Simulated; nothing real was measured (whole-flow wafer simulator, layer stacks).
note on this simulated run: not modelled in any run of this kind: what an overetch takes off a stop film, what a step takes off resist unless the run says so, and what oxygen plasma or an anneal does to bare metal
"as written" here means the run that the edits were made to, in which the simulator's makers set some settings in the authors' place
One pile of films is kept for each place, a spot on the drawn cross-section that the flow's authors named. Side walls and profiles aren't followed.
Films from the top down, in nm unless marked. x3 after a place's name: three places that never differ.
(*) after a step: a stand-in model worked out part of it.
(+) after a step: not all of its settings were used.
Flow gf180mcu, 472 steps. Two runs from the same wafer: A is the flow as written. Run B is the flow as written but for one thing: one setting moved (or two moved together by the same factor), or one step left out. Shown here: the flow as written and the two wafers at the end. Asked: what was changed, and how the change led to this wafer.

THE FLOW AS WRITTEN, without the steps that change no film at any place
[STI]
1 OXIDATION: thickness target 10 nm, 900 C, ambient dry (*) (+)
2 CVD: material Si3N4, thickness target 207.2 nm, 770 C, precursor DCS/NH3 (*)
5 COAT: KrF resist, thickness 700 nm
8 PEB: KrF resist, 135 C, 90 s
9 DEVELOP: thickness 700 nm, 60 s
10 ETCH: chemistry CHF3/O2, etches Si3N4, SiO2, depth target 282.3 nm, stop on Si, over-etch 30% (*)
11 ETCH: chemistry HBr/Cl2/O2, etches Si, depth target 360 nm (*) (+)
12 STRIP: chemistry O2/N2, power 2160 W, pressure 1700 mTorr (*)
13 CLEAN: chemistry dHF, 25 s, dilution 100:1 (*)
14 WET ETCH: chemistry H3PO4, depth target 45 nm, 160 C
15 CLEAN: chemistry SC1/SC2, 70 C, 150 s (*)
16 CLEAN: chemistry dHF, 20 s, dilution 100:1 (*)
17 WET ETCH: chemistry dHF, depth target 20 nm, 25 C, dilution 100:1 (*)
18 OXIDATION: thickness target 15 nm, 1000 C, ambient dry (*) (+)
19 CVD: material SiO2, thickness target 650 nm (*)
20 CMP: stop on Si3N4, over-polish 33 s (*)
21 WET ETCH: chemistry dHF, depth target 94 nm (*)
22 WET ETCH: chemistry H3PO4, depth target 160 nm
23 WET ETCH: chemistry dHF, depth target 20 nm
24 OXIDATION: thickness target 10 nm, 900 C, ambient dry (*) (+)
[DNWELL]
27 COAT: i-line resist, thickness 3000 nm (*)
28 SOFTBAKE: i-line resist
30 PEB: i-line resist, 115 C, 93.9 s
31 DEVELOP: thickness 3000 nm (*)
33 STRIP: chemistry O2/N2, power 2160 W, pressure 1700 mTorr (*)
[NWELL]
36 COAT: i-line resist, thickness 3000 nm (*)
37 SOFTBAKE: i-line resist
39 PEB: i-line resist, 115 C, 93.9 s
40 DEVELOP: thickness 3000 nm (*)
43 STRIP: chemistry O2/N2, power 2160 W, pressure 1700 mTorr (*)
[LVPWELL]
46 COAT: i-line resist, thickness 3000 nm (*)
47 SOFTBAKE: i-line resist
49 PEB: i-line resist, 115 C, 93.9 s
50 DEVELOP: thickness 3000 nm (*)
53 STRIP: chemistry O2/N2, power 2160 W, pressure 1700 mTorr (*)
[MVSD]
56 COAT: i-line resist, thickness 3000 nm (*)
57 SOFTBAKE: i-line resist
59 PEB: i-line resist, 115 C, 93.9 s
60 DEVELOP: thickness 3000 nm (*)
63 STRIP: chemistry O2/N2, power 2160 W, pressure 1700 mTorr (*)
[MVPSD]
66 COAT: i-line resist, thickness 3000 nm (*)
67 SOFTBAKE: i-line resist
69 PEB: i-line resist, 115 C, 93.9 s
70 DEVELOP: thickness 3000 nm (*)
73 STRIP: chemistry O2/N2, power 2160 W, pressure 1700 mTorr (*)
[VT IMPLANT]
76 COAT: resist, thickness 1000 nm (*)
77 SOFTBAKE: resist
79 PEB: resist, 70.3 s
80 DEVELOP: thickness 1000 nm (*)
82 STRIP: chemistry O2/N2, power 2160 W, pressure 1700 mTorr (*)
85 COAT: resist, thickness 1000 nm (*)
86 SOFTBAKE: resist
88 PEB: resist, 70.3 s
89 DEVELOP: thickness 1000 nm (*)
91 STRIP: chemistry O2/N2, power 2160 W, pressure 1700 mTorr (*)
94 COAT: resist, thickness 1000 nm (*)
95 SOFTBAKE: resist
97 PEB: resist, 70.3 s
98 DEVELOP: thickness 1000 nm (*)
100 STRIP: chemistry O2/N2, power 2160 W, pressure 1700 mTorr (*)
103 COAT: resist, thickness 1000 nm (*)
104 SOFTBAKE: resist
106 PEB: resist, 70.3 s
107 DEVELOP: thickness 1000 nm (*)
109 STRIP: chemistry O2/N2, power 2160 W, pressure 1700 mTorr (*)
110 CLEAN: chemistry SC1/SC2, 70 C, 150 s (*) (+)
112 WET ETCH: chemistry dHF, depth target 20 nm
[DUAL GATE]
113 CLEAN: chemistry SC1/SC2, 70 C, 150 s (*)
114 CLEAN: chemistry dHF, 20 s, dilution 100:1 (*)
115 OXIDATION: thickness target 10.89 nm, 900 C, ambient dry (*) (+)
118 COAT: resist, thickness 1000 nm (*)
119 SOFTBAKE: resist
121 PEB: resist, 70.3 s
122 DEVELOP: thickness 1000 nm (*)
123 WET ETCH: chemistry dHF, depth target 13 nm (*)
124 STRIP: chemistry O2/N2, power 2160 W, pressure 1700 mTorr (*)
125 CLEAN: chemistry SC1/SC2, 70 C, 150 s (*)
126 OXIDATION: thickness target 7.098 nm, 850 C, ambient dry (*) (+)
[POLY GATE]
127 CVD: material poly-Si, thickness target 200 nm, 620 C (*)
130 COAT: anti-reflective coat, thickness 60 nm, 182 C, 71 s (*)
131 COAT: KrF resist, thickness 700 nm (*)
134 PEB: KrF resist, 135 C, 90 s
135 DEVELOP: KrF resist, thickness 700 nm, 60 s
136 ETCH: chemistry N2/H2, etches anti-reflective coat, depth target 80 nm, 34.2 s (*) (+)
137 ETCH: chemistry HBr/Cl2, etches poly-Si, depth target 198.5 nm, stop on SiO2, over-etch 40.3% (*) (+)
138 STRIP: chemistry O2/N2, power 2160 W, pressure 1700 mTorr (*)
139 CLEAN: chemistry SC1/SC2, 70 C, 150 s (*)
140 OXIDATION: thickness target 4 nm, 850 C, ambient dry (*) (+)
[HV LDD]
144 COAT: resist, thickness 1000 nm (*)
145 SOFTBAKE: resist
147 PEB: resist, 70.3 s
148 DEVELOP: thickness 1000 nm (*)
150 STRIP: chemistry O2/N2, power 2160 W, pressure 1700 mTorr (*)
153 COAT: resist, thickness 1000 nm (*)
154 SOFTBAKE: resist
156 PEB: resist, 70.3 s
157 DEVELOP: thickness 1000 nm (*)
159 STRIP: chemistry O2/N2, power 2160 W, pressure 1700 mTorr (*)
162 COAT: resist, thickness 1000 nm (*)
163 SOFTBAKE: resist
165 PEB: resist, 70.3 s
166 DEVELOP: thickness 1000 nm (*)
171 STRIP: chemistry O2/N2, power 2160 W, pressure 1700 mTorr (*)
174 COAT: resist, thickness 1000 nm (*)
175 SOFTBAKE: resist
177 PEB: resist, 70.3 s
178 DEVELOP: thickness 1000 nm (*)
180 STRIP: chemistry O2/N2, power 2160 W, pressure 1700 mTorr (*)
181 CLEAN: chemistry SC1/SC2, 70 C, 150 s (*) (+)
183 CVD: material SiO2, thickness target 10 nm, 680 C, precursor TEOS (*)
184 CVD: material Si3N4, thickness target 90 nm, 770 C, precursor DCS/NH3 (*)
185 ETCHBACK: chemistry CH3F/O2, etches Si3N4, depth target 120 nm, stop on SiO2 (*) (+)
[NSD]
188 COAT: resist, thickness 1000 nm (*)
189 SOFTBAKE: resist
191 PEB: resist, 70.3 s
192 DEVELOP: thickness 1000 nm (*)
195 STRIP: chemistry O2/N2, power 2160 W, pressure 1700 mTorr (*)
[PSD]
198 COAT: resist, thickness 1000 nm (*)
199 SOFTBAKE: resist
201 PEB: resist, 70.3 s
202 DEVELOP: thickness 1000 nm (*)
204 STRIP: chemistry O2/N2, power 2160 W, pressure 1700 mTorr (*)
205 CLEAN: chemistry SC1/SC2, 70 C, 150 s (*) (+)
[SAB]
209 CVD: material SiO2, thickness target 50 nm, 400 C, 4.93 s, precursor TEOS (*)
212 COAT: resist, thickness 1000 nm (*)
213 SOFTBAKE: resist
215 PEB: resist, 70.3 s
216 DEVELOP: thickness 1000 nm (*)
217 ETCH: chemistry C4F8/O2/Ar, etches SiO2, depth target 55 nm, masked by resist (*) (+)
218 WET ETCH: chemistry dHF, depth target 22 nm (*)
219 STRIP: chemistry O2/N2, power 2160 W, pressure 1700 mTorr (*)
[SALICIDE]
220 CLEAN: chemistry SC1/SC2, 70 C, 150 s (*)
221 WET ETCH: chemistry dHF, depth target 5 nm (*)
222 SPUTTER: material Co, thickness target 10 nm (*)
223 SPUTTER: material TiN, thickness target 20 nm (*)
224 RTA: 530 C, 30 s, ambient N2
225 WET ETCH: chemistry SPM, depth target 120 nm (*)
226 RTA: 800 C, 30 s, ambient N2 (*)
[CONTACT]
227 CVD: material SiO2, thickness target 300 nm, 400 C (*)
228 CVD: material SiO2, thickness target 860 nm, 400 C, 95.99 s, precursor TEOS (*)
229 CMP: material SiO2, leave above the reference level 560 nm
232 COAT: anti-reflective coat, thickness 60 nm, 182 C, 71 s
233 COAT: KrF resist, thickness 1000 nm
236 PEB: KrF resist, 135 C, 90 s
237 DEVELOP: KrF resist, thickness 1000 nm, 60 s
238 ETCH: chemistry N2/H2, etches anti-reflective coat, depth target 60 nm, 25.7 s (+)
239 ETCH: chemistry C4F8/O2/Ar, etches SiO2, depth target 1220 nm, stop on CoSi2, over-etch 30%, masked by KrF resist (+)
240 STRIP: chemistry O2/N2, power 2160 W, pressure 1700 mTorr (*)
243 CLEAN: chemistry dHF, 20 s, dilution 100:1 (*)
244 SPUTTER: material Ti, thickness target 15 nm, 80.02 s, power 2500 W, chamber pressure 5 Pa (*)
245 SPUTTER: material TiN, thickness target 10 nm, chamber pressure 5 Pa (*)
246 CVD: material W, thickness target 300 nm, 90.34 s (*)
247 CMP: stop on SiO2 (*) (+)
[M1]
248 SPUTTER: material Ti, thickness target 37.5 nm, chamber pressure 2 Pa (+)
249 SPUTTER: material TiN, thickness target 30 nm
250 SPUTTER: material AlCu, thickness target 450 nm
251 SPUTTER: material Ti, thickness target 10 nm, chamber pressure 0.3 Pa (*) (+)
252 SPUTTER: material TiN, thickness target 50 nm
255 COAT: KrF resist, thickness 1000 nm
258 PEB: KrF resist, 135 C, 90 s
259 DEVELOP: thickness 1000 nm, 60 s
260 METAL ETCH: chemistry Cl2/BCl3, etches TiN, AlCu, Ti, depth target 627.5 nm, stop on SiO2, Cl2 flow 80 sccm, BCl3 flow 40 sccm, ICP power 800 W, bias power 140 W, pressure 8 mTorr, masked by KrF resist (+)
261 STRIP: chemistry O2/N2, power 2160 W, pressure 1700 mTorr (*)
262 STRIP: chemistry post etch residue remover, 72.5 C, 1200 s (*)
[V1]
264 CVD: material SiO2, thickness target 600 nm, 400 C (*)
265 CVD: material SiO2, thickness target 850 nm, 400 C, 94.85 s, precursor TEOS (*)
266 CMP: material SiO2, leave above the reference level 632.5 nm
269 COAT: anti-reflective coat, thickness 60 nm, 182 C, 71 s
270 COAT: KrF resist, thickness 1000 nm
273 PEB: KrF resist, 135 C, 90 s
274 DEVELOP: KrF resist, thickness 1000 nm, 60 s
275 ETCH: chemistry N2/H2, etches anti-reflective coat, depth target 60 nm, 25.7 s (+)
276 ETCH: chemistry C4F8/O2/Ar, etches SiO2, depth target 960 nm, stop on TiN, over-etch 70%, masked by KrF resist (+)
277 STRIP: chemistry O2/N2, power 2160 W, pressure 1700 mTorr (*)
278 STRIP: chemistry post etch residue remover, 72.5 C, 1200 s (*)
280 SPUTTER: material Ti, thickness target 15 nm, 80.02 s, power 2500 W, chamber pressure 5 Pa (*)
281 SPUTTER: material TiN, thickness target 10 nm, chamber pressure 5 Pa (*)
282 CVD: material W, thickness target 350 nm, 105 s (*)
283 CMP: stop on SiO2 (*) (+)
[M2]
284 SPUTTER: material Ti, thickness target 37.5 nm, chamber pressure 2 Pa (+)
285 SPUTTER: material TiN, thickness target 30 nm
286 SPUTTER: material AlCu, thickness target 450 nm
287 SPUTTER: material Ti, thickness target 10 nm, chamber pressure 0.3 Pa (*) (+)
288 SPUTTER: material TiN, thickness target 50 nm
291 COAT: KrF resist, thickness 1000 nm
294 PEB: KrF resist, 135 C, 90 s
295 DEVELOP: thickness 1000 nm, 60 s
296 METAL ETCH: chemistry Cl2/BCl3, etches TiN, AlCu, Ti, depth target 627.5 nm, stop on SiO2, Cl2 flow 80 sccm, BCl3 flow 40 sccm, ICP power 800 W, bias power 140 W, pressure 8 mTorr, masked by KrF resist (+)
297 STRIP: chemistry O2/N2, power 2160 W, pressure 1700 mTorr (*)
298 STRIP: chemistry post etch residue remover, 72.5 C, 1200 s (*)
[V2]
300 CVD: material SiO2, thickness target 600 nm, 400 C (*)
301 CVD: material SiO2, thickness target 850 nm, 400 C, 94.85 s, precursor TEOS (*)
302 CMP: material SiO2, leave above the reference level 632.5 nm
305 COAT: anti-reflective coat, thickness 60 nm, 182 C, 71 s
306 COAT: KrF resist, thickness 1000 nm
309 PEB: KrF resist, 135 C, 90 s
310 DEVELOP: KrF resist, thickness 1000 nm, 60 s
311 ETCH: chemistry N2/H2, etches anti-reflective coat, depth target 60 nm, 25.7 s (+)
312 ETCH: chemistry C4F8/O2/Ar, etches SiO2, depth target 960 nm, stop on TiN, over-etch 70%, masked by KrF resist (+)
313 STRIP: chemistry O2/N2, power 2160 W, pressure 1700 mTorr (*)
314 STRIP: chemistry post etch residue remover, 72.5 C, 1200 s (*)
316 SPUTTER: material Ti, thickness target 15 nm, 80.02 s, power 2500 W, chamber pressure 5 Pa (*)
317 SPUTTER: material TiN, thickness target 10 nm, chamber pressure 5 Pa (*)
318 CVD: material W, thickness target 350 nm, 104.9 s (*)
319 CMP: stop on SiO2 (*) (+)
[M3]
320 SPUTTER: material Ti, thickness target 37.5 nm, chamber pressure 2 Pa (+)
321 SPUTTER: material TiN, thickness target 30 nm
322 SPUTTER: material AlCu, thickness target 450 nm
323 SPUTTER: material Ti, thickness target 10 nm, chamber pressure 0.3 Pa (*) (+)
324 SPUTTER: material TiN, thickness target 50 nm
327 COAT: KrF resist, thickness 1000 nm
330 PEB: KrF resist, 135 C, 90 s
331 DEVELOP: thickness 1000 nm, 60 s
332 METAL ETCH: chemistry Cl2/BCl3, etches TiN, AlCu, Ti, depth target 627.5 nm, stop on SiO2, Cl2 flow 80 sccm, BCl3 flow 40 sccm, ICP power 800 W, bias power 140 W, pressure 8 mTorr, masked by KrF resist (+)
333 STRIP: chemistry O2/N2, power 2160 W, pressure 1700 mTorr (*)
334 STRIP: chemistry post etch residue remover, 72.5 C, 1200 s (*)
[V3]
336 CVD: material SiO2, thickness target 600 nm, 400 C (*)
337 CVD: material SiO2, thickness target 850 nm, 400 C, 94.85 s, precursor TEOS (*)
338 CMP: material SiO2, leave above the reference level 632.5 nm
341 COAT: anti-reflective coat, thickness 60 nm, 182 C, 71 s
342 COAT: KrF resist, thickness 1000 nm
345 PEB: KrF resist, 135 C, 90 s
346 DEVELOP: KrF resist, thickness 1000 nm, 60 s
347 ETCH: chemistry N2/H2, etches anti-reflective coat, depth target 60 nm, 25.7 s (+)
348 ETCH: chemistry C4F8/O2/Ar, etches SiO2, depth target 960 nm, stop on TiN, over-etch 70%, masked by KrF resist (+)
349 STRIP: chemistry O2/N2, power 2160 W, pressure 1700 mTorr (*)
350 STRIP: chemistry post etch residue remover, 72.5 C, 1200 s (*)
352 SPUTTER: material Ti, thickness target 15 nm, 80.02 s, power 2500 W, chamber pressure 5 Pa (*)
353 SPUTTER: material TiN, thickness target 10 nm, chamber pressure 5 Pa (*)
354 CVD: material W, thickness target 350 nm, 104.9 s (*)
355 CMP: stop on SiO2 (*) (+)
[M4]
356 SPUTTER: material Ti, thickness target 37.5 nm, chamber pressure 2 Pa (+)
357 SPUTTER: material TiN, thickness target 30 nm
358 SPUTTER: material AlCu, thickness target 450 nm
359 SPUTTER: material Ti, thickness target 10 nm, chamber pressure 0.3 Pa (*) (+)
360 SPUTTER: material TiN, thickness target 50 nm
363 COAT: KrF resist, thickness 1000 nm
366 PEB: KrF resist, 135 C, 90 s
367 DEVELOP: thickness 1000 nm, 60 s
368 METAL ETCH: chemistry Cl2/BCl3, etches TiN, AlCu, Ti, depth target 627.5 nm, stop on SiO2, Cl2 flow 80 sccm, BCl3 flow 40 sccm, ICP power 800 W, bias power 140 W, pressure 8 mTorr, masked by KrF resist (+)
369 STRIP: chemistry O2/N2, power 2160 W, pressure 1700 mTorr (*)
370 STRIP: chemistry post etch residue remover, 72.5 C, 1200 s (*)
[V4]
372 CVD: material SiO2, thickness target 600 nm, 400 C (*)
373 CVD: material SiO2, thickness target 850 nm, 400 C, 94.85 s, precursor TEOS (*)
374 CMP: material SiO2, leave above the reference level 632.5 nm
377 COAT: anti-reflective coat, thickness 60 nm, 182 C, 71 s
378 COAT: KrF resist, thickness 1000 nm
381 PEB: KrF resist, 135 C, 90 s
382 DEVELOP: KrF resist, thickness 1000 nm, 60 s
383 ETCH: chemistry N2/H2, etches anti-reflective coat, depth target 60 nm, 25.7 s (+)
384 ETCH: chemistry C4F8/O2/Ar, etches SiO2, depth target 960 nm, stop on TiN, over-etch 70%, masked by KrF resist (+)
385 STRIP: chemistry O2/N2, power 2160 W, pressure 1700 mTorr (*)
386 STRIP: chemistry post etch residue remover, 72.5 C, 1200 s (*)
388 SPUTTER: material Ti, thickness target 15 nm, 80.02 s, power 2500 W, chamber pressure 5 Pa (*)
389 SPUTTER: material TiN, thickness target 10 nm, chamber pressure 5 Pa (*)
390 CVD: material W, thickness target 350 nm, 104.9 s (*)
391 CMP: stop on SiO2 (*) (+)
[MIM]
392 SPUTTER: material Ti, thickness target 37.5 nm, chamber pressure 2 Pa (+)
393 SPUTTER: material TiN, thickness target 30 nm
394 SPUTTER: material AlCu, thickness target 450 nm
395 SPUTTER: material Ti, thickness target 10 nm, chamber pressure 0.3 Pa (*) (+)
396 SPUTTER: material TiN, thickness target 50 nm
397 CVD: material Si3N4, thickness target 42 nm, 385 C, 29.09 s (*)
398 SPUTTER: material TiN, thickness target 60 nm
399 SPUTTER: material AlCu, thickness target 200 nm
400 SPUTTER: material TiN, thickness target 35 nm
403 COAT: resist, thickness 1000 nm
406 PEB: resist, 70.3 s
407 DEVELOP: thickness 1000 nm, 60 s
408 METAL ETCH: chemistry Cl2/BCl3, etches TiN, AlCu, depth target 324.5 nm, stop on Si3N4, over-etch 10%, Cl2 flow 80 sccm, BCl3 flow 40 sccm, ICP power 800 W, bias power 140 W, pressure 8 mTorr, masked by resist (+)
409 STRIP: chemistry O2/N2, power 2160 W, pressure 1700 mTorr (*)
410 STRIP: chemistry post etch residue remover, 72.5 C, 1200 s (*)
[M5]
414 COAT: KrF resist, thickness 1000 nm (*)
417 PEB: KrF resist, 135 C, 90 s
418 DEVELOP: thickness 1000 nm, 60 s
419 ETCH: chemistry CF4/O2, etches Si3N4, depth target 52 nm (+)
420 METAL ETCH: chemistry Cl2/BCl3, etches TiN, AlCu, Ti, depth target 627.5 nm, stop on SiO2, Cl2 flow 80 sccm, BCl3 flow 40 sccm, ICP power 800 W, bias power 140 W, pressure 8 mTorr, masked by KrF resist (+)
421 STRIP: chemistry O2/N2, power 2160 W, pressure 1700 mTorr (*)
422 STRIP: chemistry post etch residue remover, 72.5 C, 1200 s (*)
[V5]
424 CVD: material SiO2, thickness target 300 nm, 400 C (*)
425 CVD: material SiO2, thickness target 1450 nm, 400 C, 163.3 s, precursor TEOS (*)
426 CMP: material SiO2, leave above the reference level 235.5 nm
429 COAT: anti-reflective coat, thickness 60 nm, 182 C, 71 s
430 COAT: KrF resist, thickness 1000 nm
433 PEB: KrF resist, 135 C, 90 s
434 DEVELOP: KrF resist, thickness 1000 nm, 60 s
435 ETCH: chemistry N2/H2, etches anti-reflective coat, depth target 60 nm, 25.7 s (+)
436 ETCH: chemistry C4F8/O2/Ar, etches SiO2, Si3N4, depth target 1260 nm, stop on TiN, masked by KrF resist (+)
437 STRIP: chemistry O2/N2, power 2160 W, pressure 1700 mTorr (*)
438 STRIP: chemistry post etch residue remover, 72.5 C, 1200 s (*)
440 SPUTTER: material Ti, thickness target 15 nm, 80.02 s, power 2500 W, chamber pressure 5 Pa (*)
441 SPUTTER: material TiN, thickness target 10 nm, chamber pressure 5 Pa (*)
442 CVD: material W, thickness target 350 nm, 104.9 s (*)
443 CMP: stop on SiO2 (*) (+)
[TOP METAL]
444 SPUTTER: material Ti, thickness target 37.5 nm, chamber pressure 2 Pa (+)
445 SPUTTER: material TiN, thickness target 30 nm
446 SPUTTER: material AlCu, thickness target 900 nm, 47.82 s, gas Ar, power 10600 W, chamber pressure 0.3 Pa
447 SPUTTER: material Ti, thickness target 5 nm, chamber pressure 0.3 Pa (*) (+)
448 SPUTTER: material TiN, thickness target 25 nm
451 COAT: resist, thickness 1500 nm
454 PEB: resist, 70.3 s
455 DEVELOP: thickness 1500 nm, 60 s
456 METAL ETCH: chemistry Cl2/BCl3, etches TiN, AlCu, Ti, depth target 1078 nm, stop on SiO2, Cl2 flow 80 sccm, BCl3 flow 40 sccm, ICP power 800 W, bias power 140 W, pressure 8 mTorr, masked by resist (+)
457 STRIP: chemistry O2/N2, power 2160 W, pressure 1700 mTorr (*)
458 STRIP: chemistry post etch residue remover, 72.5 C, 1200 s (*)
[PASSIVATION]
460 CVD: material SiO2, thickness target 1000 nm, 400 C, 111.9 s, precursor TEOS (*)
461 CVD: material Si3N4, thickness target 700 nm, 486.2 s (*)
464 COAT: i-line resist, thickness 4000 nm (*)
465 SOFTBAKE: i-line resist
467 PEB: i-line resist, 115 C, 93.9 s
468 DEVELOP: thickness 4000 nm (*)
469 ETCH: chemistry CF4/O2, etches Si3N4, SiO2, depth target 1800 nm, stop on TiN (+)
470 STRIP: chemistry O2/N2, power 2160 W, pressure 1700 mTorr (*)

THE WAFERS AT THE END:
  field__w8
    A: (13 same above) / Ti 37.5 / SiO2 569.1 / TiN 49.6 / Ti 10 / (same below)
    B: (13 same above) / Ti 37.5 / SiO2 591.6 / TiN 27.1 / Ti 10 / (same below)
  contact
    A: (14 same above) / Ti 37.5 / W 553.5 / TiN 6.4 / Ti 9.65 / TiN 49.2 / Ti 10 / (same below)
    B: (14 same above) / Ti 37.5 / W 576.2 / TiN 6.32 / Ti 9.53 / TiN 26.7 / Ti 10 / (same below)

The cause: step 360, SPUTTER: thickness target 27.5 nm was run, where the flow has thickness target 50 nm.

How the change led to this, step by step:
  360 SPUTTER: material TiN, thickness target 50 nm
      field, field__w1, field__w2 and 108 more: A TiN +50 (new film) | B TiN +27.5 (new film)
  368 METAL ETCH: chemistry Cl2/BCl3, etches TiN, AlCu, Ti, depth target 627.5 nm, stop on SiO2, Cl2 flow 80 sccm, BCl3 flow 40 sccm, ICP power 800 W, bias power 140 W, pressure 8 mTorr, masked by KrF resist (+)
      field, field__w1, field__w2 and 103 more: A TiN -50 (all of it), Ti -10 (all of it), AlCu -450 (all of it), TiN -30 (all of it), Ti -37.5 (all of it) | B TiN -27.5 (all of it), Ti -10 (all of it), AlCu -450 (all of it), TiN -30 (all of it), Ti -37.5 (all of it)
  374 CMP: material SiO2, leave above the reference level 632.5 nm
      field__w8, contact, m1, m1__w1, m1_nw: A SiO2 -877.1 | B SiO2 -854.6
  384 ETCH: chemistry C4F8/O2/Ar, etches SiO2, depth target 960 nm, stop on TiN, over-etch 70%, masked by KrF resist (+)
      contact: A SiO2 -572.5 (all of it) | B SiO2 -595 (all of it)
  390 CVD: material W, thickness target 350 nm, 104.9 s (*)
      contact: A W +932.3 (new film) | B W +955 (new film)
